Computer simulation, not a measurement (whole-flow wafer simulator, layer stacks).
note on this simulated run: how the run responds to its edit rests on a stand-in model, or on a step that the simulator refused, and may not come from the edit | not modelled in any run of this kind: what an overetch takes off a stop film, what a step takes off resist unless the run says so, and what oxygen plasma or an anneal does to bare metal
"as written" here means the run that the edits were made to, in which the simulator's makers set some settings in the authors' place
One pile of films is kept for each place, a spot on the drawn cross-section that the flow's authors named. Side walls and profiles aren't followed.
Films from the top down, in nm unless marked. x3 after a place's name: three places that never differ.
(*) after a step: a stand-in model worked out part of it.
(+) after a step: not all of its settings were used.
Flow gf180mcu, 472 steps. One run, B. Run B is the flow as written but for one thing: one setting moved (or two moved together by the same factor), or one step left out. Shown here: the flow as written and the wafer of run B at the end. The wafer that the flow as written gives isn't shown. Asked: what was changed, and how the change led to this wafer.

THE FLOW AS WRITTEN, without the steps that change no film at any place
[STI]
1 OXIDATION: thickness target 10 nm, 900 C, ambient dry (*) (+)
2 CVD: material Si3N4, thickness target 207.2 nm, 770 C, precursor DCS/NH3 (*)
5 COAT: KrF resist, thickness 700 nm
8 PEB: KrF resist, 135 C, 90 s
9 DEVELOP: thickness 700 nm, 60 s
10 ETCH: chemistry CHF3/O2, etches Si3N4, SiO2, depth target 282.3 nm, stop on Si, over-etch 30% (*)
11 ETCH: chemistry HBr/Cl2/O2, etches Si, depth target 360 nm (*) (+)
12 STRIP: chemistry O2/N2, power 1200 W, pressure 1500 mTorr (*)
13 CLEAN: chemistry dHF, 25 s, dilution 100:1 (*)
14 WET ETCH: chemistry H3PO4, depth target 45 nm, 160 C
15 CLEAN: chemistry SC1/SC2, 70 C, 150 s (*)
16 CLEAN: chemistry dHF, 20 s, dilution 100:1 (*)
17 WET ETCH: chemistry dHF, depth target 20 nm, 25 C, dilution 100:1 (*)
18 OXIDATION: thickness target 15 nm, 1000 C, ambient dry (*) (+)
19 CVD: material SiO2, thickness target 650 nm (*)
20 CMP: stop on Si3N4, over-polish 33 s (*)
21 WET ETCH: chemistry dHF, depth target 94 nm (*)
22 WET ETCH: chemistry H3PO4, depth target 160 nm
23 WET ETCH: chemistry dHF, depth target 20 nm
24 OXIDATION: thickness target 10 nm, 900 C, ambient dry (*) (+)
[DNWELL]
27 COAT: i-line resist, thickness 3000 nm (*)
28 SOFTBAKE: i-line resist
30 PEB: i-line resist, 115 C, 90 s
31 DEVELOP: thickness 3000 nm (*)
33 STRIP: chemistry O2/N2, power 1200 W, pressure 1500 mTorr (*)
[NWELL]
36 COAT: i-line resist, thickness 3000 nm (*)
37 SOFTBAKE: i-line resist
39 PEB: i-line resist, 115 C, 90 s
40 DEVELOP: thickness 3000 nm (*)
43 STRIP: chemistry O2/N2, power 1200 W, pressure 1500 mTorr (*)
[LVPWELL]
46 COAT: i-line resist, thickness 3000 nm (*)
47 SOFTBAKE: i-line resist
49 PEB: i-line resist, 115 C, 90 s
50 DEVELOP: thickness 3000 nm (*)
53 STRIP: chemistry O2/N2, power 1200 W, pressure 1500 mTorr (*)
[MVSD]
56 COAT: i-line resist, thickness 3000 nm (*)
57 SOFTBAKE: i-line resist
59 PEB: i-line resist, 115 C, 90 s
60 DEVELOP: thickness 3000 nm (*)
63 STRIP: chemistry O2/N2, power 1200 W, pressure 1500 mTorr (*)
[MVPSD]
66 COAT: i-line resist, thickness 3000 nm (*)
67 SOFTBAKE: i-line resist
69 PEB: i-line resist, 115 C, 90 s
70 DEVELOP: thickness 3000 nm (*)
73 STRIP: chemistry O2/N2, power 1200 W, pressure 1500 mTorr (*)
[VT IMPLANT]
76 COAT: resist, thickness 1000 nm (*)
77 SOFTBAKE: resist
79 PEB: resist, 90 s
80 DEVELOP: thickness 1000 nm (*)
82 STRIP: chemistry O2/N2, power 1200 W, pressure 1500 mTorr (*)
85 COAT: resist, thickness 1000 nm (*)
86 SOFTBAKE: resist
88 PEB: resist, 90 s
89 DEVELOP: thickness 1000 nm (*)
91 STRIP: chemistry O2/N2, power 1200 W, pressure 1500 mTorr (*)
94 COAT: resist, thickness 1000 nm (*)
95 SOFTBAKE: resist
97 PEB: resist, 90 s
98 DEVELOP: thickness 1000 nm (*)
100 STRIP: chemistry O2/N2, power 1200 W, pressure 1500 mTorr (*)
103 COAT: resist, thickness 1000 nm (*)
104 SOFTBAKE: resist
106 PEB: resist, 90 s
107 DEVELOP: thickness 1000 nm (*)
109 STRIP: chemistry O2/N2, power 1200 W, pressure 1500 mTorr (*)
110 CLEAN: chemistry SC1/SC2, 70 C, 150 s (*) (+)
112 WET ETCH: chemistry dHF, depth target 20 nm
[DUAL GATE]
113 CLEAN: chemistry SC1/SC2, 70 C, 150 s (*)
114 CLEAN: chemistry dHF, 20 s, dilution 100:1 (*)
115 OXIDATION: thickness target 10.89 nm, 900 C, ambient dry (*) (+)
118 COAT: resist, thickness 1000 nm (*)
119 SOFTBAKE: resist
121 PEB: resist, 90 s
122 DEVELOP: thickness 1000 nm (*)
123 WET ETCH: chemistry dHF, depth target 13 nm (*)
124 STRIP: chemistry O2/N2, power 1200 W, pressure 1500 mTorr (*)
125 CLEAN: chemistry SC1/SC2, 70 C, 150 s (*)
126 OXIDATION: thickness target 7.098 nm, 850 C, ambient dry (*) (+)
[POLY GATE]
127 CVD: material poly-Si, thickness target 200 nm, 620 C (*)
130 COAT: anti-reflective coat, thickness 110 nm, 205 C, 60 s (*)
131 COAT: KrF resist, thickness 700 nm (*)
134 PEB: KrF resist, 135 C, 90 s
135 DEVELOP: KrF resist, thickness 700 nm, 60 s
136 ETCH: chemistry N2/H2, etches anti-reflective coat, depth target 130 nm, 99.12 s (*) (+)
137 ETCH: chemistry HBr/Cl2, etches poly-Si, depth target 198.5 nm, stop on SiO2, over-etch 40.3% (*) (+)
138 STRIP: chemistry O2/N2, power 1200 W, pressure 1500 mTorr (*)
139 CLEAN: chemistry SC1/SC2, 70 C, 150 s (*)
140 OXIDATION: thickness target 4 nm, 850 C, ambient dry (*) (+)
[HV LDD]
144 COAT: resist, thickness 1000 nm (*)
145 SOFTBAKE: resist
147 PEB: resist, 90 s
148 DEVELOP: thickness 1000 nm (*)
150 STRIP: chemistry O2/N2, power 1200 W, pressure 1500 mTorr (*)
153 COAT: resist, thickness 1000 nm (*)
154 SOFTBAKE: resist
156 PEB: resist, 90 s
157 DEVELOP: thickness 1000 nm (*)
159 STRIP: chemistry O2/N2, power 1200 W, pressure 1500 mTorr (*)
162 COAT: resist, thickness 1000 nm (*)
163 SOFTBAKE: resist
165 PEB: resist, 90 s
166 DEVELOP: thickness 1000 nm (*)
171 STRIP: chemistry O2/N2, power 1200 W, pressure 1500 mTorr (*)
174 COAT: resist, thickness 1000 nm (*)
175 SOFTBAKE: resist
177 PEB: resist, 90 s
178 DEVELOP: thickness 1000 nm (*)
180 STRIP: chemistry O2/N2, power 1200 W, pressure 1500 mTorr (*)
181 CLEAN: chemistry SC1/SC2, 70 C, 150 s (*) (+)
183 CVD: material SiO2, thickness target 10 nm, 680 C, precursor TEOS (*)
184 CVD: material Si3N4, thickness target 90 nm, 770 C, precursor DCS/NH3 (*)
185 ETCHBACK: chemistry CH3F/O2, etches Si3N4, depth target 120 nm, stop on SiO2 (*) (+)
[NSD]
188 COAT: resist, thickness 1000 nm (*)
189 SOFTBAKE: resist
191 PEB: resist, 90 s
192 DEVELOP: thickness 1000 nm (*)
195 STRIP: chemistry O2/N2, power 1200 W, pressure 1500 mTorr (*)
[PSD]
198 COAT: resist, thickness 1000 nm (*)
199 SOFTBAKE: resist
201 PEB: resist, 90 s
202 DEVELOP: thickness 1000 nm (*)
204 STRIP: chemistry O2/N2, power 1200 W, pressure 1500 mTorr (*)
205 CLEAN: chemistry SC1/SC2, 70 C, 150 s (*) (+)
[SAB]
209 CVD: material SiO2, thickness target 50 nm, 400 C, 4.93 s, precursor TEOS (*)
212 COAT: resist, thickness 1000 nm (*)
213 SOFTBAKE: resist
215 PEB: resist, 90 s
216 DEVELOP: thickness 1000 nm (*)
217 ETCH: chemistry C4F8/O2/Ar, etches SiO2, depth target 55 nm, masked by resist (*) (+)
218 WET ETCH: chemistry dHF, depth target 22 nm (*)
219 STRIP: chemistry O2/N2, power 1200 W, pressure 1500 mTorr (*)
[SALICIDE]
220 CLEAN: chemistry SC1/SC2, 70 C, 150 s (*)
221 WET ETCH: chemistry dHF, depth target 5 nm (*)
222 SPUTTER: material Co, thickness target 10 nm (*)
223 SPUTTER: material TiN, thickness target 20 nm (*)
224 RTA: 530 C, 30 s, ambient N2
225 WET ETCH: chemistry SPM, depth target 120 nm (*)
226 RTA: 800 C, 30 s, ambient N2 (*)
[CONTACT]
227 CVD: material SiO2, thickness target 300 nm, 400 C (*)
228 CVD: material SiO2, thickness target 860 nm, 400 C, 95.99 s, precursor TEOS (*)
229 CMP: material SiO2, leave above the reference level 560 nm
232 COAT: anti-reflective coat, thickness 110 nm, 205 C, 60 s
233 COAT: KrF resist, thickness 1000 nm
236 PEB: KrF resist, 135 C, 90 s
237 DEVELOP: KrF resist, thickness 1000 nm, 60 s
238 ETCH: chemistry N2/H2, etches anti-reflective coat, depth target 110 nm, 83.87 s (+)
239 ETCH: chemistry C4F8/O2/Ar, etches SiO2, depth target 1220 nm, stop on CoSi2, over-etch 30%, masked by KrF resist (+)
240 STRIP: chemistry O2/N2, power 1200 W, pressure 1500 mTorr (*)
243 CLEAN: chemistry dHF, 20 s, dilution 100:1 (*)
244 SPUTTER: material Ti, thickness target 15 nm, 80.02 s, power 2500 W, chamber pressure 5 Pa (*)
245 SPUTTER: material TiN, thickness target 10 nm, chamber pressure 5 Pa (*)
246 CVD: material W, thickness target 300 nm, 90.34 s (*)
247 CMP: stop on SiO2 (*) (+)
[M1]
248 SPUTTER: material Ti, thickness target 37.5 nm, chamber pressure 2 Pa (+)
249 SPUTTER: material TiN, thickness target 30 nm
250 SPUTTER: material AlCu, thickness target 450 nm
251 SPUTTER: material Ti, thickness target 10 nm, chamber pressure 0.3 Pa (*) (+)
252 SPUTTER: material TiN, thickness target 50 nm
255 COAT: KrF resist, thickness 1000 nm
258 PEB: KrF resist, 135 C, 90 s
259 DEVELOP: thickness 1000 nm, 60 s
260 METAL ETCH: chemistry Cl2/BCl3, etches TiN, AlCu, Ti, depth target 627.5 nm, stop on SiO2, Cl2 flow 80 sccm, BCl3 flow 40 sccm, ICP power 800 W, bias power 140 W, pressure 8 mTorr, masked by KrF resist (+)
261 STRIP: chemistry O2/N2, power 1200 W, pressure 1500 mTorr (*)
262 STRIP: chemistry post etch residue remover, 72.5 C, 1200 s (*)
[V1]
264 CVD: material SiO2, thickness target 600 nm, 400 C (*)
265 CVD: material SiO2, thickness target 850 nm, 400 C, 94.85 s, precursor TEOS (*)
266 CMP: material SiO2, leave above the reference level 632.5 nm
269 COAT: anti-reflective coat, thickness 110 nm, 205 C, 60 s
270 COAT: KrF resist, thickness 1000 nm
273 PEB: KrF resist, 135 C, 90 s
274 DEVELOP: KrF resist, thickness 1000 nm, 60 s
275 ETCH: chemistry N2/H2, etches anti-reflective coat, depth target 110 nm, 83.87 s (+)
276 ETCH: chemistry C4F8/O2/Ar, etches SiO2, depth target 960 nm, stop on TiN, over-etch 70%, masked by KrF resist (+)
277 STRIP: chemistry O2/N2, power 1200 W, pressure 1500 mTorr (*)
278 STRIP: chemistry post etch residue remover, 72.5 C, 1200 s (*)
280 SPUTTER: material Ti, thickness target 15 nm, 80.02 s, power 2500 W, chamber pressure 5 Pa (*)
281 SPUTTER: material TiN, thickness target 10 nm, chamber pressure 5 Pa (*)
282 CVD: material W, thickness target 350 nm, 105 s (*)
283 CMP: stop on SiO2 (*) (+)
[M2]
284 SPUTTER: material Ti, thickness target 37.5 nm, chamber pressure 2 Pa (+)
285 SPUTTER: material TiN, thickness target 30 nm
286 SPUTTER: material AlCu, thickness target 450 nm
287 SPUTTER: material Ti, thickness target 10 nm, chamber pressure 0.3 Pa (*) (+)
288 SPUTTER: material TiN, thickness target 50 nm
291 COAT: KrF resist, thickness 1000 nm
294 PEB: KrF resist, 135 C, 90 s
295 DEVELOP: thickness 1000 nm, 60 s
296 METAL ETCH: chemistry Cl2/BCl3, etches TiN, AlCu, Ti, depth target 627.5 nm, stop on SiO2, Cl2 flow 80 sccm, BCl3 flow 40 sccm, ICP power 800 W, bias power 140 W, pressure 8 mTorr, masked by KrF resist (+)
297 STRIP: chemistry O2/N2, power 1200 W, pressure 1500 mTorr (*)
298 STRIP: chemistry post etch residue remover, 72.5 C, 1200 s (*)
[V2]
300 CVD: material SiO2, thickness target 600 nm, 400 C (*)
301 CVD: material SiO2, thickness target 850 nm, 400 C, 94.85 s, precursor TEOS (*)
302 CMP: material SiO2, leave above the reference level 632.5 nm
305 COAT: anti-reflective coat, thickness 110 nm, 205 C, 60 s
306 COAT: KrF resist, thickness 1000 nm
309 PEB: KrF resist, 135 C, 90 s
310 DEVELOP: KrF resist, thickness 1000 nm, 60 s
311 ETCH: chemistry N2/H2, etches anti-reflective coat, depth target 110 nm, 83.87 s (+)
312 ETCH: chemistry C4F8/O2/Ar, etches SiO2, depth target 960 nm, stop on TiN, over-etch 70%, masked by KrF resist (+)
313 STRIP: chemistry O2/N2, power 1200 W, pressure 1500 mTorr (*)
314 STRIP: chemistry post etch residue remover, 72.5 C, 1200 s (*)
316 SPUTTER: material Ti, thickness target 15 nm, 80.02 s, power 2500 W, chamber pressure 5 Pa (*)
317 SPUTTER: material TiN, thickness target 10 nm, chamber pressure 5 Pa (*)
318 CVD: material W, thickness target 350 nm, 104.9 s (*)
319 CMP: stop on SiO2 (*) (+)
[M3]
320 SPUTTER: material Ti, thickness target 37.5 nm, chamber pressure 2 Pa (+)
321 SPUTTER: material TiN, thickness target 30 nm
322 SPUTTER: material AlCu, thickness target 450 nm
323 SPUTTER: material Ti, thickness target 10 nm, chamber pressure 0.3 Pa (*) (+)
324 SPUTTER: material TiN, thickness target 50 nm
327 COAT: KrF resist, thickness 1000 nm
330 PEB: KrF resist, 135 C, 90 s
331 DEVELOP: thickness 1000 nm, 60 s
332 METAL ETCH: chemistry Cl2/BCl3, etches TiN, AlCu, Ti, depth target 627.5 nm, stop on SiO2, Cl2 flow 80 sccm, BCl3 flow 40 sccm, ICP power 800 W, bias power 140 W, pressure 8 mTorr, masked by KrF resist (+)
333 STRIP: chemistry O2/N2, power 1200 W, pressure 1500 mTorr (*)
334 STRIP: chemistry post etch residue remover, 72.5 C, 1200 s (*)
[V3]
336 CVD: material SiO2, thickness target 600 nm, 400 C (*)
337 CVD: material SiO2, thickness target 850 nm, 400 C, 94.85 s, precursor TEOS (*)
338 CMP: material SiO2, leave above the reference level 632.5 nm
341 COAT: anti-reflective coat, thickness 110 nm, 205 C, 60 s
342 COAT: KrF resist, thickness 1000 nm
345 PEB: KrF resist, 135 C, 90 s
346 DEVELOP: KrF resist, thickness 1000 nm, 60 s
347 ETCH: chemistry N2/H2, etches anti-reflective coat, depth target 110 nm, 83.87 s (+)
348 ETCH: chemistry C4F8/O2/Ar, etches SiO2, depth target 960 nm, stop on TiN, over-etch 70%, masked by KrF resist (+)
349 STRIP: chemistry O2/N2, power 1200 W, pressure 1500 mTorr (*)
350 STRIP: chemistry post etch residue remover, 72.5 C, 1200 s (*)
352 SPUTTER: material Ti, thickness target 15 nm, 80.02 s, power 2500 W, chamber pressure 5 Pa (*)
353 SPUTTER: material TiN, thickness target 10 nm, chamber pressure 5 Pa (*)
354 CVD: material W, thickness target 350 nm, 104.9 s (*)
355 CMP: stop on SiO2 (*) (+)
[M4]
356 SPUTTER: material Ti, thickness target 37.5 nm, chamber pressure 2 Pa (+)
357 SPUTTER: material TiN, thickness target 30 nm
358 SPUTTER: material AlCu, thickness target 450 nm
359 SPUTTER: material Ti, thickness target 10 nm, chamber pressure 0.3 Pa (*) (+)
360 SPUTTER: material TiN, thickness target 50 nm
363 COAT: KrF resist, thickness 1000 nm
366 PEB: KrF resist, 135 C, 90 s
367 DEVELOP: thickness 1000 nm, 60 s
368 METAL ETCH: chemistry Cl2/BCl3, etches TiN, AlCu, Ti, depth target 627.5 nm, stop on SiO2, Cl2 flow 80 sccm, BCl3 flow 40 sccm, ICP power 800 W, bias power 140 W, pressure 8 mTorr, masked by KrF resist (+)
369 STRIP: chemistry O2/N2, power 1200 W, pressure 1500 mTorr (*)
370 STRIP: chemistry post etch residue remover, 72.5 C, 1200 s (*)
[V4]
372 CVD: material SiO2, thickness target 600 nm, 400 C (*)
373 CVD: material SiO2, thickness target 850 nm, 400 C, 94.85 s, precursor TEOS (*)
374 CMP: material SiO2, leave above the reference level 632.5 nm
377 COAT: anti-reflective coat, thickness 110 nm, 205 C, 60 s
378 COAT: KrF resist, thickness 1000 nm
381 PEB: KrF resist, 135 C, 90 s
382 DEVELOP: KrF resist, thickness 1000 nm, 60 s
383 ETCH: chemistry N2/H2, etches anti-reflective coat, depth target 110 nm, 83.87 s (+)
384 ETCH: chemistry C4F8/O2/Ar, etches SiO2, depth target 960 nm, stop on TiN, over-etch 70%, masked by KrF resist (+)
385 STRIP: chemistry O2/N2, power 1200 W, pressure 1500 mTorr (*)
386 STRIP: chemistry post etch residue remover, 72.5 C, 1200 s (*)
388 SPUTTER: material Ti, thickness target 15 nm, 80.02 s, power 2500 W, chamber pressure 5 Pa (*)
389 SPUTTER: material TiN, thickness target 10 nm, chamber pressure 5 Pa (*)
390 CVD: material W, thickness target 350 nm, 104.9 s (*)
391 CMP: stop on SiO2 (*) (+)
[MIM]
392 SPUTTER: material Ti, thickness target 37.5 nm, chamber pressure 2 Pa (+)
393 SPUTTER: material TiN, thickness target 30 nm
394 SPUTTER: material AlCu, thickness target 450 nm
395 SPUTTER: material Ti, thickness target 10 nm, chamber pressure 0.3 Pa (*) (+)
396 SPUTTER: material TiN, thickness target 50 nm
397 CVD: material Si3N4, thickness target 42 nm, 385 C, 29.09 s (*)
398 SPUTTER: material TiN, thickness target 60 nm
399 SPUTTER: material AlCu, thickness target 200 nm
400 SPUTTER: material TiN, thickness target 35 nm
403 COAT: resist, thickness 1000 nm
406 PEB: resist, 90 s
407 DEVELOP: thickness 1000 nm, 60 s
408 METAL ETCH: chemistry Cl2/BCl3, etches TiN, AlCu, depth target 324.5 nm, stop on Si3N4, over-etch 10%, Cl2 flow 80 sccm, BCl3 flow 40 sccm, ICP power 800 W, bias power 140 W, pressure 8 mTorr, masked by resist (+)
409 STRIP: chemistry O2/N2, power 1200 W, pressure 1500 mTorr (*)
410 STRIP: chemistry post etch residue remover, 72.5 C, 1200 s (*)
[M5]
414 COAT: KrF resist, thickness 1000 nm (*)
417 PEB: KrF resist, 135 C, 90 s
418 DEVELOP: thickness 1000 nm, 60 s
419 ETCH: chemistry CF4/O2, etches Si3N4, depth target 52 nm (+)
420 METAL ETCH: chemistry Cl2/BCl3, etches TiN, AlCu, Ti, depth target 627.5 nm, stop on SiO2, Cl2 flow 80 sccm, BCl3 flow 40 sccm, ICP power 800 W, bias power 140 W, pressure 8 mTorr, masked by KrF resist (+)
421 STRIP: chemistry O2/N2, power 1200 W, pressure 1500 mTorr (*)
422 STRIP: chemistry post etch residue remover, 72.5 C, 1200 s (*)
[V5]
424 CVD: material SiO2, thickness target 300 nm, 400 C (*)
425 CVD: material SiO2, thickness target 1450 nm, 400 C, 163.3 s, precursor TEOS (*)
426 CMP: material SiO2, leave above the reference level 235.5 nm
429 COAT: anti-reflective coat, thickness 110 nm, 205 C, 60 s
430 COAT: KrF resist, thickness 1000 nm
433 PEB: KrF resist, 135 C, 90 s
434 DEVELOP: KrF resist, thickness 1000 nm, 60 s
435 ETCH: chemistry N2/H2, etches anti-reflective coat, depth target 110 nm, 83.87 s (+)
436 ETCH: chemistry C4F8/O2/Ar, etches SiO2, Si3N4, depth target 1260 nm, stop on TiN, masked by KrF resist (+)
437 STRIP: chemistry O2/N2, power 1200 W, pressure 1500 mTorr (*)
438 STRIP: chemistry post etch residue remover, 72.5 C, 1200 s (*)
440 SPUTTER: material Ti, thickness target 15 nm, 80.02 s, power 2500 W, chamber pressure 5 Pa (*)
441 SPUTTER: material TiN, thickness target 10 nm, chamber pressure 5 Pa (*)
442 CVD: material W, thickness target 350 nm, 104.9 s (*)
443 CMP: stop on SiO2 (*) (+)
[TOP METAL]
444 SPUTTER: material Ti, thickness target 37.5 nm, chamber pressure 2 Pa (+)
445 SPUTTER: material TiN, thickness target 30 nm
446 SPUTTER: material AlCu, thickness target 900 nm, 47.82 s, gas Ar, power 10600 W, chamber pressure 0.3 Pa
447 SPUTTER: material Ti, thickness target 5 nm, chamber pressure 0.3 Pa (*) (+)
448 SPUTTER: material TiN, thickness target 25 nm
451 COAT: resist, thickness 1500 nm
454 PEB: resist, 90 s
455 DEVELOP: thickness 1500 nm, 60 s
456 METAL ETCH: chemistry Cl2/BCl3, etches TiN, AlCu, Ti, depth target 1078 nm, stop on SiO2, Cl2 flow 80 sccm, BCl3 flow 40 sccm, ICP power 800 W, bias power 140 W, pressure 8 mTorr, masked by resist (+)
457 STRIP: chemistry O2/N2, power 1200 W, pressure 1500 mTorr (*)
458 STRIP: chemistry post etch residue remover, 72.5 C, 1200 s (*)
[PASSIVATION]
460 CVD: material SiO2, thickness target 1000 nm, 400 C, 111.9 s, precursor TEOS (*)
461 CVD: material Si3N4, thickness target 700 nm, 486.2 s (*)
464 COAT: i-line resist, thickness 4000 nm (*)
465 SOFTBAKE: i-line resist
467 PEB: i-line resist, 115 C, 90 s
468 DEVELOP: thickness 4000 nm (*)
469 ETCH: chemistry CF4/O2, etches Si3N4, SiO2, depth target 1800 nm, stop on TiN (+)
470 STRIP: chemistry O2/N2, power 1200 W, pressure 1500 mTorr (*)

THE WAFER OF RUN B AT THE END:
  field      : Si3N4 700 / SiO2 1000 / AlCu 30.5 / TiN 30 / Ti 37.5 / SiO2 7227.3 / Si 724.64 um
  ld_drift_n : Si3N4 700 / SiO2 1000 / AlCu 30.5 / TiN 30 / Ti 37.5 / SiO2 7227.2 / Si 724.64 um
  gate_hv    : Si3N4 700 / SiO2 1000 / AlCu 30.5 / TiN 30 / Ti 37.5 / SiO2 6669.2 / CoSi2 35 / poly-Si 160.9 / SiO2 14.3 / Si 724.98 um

The cause: step 446, SPUTTER: 57.38 s was run, where the flow has 47.82 s.

How the change led to this, step by step:
  446 SPUTTER: material AlCu, thickness target 900 nm, 47.82 s, gas Ar, power 10600 W, chamber pressure 0.3 Pa
      field, field__w1, field__w2 and 109 more: AlCu +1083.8 (new film) (as written it would be: AlCu +900 (new film))
  456 METAL ETCH: chemistry Cl2/BCl3, etches TiN, AlCu, Ti, depth target 1078 nm, stop on SiO2, Cl2 flow 80 sccm, BCl3 flow 40 sccm, ICP power 800 W, bias power 140 W, pressure 8 mTorr, masked by resist (+)
      field, field__w1, field__w2 and 103 more: TiN -25 (all of it), Ti -5 (all of it), AlCu -1047.5 (as written it would be: TiN -25 (all of it), Ti -5 (all of it), AlCu -900 (all of it), TiN -30 (all of it), Ti -37.5 (all of it))
  458 STRIP: chemistry post etch residue remover, 72.5 C, 1200 s (*)
      field, field__w1, field__w2 and 103 more: AlCu -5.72 (as written it would be: nothing)
  460 CVD: material SiO2, thickness target 1000 nm, 400 C, 111.9 s, precursor TEOS (*)
      field, field__w1, field__w2 and 103 more: SiO2 +1000 (new film) (as written it would be: SiO2 +1000)
  464 COAT: i-line resist, thickness 4000 nm (*)
      field__w8: i-line resist +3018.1 (new film) (as written it would be: i-line resist +3093.1 (new film))
      contact: i-line resist +3059.2 (new film) (as written it would be: i-line resist +3153.6 (new film))
      (and at 4 more places)
  465 SOFTBAKE: i-line resist
      field__w5, field__w9: i-line resist +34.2 (as written it would be: i-line resist +37.3)
      field__w11, field__w13: i-line resist +35.5 (as written it would be: i-line resist +37.9)
      (and at 56 more places)
  467 PEB: i-line resist, 115 C, 90 s
      field__w8, m1__w1: i-line resist -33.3 (as written it would be: i-line resist -34.7)
      contact, m1: i-line resist -33.6 (as written it would be: i-line resist -35.1)
      (and at 2 more places)
  468 DEVELOP: thickness 4000 nm (*)
      pad: i-line resist -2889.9 (all of it) (as written it would be: i-line resist -2974.8 (all of it))
  470 STRIP: chemistry O2/N2, power 1200 W, pressure 1500 mTorr (*)
      field__w8, m1__w1: i-line resist -1705.3 (all of it) (as written it would be: i-line resist -1787.7 (all of it))
      contact: i-line resist -1722 (all of it) (as written it would be: i-line resist -1811.2 (all of it))
      (and at 2 more places)
Counting metal films that touch as one body, field has 1 body; the flow as written gives 0 bodies.
Counting metal films that touch as one body, ld_drift_n has 1 body; the flow as written gives 0 bodies.
Counting metal films that touch as one body, gate_hv has 2 bodies (between them, from the top down: SiO2 6669.2); the flow as written gives 1 body.
